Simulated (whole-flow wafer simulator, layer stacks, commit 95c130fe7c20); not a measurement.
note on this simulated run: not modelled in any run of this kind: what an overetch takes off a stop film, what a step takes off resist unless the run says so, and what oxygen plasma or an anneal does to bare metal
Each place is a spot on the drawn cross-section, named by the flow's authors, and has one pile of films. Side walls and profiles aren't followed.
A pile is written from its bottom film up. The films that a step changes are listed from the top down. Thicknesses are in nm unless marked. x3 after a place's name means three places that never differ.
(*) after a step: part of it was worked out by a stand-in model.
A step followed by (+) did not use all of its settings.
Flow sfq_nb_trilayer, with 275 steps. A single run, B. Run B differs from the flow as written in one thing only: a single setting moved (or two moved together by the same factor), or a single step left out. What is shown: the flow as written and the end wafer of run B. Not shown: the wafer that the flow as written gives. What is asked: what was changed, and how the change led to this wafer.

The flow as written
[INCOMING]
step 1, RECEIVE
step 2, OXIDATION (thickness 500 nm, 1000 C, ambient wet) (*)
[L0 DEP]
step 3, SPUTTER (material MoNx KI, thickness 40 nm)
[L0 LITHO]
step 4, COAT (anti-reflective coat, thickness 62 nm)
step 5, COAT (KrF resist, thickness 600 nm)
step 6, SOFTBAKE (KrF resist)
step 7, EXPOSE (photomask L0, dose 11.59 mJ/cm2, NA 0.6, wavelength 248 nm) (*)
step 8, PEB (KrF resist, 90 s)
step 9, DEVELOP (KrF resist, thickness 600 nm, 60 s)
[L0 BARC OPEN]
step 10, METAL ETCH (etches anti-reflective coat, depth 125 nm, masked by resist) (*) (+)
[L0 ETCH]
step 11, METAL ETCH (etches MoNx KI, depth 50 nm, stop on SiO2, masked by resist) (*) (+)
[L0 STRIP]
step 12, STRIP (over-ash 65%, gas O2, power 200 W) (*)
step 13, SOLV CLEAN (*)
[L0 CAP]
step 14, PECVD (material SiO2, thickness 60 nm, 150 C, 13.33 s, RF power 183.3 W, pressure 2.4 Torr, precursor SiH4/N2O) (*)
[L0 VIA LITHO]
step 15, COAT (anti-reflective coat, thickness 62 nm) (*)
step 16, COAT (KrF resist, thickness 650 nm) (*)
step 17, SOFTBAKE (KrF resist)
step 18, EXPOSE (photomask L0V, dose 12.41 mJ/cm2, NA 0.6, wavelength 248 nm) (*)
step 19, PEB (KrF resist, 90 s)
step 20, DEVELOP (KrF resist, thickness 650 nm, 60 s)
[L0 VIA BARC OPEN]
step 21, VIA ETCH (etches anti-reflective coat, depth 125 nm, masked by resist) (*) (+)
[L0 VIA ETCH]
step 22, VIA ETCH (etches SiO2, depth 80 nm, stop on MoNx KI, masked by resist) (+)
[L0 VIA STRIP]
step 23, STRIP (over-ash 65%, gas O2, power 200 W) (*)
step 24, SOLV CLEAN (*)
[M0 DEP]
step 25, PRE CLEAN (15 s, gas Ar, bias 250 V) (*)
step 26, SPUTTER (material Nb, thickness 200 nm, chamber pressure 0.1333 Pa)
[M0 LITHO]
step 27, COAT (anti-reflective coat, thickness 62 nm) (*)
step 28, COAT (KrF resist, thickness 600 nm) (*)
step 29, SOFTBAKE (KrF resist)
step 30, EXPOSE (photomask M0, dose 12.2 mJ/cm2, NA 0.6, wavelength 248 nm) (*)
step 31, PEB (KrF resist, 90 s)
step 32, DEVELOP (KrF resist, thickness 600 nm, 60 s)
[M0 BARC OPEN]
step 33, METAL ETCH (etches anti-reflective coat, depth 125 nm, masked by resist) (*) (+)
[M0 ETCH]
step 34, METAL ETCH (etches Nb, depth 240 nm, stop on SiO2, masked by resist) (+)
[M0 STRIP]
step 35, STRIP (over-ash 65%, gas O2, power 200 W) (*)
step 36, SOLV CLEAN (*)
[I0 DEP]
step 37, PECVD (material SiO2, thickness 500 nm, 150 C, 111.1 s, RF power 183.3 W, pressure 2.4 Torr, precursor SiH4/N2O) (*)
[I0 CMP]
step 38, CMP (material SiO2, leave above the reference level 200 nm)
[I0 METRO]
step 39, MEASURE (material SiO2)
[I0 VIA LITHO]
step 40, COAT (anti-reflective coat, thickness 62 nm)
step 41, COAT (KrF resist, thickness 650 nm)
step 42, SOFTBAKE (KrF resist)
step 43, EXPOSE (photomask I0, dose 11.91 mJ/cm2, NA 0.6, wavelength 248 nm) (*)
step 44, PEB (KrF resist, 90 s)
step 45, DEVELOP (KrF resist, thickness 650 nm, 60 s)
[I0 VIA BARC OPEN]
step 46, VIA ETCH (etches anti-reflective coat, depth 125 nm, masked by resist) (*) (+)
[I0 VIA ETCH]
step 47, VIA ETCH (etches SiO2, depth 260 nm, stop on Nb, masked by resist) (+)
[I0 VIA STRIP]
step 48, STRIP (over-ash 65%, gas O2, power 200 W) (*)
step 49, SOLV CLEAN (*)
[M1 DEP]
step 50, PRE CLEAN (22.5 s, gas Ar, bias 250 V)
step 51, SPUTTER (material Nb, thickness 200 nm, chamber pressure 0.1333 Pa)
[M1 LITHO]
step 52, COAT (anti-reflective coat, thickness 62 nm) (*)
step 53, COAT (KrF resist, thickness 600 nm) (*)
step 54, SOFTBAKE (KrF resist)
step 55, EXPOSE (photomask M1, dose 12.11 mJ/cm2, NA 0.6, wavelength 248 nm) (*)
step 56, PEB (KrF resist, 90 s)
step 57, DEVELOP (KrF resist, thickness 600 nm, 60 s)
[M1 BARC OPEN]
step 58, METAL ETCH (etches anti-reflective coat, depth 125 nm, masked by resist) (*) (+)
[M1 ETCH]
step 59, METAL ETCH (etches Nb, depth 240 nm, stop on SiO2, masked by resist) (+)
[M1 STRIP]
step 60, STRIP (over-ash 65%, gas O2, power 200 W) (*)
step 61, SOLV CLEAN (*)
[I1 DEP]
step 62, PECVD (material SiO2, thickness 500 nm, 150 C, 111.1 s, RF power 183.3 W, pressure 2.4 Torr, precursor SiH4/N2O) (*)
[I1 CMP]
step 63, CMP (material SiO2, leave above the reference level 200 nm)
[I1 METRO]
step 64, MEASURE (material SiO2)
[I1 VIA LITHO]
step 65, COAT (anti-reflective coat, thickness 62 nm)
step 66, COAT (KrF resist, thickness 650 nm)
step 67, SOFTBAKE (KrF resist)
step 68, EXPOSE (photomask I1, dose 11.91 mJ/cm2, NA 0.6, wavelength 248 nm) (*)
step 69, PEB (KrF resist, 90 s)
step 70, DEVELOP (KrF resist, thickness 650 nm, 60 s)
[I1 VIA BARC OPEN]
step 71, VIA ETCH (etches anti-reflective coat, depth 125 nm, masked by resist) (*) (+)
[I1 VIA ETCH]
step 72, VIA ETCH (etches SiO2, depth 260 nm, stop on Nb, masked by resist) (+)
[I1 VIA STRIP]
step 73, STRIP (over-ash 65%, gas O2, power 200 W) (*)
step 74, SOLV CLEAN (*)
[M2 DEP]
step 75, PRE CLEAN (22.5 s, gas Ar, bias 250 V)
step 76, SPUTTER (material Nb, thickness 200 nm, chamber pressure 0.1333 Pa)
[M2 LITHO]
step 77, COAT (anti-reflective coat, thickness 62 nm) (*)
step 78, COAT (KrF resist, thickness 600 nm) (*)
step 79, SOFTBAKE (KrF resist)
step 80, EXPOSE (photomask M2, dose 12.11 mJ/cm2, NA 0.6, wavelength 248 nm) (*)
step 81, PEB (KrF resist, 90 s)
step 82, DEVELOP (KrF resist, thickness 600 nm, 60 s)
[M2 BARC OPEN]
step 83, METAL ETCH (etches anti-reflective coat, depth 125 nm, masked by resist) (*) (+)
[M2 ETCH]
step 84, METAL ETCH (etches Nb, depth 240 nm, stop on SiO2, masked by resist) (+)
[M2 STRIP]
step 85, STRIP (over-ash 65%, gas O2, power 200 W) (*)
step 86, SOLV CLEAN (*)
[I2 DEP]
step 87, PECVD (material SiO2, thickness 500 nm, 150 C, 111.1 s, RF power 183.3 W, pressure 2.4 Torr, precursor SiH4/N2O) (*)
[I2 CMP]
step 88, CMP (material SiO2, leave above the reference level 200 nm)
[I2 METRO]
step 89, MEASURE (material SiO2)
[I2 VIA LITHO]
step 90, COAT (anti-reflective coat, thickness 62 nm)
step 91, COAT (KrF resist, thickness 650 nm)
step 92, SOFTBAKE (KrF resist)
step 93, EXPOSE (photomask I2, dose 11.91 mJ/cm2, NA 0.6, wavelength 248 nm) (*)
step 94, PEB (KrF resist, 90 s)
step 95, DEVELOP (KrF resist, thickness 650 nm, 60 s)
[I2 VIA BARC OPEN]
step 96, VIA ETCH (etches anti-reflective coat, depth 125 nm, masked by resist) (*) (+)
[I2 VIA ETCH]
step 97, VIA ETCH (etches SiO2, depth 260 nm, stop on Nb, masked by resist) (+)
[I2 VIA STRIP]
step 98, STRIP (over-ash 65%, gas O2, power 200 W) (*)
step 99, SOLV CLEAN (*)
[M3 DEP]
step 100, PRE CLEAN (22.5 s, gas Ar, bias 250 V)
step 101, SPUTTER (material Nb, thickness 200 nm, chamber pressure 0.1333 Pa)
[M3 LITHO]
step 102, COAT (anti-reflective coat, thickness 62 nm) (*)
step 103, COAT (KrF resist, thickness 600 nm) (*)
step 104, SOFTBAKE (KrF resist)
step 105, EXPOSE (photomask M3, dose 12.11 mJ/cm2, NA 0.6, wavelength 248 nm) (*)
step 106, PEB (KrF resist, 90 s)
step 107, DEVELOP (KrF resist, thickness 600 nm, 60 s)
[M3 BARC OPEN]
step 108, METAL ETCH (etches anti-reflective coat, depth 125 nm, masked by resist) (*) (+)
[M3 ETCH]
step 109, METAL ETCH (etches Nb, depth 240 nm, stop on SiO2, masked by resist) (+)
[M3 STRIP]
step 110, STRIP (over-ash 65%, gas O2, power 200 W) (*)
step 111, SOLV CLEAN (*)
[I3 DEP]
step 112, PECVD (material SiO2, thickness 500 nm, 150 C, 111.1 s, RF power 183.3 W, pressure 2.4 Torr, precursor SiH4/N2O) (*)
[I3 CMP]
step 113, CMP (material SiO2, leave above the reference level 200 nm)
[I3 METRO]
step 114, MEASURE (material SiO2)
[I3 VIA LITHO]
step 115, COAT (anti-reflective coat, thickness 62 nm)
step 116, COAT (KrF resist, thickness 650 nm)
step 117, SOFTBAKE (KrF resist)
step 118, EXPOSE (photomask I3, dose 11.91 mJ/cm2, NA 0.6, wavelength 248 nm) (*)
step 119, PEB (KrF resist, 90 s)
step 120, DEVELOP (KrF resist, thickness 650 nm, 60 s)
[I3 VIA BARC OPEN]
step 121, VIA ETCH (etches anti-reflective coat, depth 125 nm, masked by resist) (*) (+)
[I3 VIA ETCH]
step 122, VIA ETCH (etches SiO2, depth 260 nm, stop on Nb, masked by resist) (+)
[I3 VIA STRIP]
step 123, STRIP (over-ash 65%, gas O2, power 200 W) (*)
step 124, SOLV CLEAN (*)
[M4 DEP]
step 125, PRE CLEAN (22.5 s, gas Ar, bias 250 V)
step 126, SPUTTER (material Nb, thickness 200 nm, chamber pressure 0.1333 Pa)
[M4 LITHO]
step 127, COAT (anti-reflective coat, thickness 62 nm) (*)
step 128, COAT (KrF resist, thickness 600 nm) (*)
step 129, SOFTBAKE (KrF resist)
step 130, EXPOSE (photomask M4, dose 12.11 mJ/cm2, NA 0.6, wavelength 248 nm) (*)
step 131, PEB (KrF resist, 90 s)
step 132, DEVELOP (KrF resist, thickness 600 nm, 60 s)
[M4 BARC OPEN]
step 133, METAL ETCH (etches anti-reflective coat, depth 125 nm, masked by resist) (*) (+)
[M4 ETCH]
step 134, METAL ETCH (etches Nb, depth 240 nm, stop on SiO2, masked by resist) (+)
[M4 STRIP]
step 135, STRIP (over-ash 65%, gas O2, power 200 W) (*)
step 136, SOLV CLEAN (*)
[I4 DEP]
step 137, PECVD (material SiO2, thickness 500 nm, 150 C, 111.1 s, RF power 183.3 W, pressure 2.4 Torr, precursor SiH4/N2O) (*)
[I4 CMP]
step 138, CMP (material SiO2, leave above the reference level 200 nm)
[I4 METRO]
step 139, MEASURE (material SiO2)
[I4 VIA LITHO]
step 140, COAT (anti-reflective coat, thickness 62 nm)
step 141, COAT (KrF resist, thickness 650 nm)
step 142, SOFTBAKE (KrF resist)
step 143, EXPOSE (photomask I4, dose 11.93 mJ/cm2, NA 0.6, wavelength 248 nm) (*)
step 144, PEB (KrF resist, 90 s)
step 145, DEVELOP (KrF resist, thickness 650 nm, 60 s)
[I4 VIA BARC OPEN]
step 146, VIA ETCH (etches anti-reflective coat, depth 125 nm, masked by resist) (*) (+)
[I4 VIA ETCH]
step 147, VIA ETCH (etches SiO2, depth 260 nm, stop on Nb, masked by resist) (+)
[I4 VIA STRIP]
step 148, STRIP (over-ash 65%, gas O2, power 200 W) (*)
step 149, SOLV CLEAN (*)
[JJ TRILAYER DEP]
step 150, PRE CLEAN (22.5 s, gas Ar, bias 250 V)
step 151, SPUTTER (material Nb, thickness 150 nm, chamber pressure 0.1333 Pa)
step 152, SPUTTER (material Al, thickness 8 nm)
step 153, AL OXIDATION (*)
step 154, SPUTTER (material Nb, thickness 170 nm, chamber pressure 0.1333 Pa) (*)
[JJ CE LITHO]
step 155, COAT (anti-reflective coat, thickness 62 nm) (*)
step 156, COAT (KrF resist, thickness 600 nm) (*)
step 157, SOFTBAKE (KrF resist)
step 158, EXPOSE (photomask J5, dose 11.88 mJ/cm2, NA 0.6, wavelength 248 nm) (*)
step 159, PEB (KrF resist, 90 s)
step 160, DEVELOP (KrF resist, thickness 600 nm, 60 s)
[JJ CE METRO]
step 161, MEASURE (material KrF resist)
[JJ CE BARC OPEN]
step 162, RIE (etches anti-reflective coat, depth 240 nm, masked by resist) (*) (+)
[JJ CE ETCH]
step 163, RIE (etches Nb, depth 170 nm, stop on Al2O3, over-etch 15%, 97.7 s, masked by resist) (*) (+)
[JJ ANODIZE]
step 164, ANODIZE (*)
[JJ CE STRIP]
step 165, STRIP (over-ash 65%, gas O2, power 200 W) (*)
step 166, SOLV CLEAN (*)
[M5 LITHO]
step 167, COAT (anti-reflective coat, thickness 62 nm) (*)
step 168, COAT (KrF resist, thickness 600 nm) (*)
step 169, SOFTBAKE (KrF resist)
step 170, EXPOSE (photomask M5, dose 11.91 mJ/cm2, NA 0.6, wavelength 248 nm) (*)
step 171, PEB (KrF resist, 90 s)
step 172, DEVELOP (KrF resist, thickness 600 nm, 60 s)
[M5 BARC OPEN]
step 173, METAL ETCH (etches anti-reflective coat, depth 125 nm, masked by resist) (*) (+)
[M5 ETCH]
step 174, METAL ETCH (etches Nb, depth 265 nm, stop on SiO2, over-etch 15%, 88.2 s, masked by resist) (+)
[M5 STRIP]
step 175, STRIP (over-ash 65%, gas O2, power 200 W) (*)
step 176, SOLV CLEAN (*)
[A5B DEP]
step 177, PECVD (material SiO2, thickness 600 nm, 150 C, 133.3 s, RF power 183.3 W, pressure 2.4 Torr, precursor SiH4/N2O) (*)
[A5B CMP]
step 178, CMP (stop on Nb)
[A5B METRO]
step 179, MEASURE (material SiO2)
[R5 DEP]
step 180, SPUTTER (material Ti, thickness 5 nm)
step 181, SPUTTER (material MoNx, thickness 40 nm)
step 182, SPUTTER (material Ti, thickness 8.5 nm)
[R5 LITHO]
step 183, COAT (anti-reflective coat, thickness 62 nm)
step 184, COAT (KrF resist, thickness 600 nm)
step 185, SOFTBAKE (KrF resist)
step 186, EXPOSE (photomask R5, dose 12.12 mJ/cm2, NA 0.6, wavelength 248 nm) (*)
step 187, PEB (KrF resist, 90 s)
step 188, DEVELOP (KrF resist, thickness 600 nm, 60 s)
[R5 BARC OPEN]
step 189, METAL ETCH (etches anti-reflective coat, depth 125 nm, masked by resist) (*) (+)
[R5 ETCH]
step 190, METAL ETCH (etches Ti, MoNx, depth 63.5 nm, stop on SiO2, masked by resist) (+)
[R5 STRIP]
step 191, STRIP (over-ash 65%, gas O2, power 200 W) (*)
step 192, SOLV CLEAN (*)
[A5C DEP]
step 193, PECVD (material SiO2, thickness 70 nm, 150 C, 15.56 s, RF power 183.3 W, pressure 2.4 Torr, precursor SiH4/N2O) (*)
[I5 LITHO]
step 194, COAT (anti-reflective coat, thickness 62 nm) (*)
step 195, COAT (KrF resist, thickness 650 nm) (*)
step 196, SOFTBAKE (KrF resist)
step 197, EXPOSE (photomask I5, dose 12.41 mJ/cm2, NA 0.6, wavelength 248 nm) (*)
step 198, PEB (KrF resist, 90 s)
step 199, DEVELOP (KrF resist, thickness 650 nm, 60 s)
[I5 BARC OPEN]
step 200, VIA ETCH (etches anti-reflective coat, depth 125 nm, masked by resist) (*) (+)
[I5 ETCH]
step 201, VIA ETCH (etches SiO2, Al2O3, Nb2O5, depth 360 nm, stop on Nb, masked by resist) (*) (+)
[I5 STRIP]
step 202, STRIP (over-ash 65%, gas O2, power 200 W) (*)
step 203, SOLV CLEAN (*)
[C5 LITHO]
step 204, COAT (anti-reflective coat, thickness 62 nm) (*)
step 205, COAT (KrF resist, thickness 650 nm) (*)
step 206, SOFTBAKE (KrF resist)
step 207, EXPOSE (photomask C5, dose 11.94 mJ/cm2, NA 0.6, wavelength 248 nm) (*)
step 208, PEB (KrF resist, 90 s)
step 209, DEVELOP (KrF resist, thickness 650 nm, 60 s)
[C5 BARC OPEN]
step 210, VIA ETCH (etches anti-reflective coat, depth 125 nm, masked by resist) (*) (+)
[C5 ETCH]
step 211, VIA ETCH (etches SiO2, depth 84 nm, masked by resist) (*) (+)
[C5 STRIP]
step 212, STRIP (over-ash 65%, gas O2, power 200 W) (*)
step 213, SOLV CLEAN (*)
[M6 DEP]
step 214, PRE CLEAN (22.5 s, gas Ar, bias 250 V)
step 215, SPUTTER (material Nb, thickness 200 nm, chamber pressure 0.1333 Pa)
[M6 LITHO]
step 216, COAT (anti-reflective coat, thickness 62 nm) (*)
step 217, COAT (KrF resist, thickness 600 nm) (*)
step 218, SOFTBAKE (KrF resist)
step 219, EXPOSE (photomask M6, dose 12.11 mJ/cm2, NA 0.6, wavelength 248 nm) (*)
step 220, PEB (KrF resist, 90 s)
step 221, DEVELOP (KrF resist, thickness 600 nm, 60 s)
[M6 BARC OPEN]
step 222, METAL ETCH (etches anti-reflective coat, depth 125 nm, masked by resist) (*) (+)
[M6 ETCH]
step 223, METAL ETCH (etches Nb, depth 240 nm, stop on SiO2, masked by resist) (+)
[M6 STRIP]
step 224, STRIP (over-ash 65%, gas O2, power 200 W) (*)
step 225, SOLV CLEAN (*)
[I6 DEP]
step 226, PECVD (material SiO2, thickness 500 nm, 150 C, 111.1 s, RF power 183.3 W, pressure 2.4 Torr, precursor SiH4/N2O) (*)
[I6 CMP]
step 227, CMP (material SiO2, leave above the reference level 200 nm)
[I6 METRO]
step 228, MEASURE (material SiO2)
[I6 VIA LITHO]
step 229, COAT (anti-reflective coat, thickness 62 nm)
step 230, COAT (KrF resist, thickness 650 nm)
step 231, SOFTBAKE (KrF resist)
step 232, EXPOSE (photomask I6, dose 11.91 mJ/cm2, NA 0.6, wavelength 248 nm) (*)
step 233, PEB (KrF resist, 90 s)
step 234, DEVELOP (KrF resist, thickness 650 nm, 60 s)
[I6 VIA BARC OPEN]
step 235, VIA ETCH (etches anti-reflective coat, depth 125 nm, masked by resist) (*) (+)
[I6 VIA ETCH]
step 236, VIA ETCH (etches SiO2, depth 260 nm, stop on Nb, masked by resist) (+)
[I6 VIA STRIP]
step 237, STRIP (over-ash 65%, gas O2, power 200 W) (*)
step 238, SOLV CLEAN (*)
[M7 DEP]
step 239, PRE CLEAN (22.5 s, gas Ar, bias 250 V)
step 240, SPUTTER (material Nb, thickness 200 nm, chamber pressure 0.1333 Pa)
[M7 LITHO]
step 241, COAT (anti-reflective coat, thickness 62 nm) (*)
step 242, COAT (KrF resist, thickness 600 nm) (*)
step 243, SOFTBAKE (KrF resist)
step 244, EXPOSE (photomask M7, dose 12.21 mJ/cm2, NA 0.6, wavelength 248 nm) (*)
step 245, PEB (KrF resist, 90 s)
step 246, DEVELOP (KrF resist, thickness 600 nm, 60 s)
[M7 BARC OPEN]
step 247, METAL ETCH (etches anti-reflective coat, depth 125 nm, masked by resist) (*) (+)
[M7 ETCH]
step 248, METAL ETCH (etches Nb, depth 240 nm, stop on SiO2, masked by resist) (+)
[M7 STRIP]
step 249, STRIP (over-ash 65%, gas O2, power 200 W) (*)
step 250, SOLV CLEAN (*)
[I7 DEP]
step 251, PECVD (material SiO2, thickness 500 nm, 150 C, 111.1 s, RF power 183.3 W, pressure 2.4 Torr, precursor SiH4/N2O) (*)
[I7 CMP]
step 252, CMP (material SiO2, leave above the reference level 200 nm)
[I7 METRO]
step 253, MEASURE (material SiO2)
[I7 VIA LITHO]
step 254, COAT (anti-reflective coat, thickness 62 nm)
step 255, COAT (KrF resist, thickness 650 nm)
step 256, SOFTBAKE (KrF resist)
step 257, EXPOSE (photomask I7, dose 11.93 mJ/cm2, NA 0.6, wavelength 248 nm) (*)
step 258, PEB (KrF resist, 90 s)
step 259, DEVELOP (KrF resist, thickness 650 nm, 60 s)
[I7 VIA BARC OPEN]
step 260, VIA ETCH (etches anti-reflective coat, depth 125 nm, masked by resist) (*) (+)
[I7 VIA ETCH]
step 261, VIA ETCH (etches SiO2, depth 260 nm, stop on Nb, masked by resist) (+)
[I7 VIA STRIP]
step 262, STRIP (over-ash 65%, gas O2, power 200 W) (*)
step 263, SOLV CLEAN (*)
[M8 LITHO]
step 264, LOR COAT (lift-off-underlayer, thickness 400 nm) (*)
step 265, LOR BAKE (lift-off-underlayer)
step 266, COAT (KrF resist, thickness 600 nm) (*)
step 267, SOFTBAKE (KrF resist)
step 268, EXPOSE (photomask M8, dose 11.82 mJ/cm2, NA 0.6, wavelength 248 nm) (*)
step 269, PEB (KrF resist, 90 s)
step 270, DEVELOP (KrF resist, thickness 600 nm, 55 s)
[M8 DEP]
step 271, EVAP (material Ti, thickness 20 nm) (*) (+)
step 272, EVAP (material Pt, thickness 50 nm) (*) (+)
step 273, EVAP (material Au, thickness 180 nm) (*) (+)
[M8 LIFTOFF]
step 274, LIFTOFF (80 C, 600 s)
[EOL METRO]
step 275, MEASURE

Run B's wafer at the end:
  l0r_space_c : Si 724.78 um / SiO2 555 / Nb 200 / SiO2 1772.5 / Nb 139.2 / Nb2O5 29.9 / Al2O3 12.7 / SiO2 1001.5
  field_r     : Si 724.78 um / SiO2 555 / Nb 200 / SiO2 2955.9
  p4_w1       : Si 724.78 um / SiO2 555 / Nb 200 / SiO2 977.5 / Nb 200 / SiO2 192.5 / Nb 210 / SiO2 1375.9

The reason: step 126, SPUTTER: thickness 210 nm was run, while the flow as written has thickness 200 nm.
The wafer lets one read it off: p4_w1 has Nb 210, and step 126 as written asks for 200 nm.

Step by step, how the change led to this:
  step 126, SPUTTER (material Nb, thickness 200 nm, chamber pressure 0.1333 Pa)
      field_l, v_sur, via_wl and 102 more: Nb gains 210 (new film) (as written it would have been: Nb gains 200 (new film))
      via_v: Nb gains 173.9 (as written it would have been: Nb gains 165.5)
  step 134, METAL ETCH (etches Nb, depth 240 nm, stop on SiO2, masked by resist) (+)
      field_l, be, be_sur and 64 more: Nb loses 210 (all of it) (as written it would have been: Nb loses 200 (all of it))
  step 138, CMP (material SiO2, leave above the reference level 200 nm)
      field_l, be, be_sur and 55 more: SiO2 loses 90 (as written it would have been: SiO2 loses 100)
      lsp_r, l0_sur, l0v: SiO2 loses 81.5 (as written it would have been: SiO2 loses 91.9)
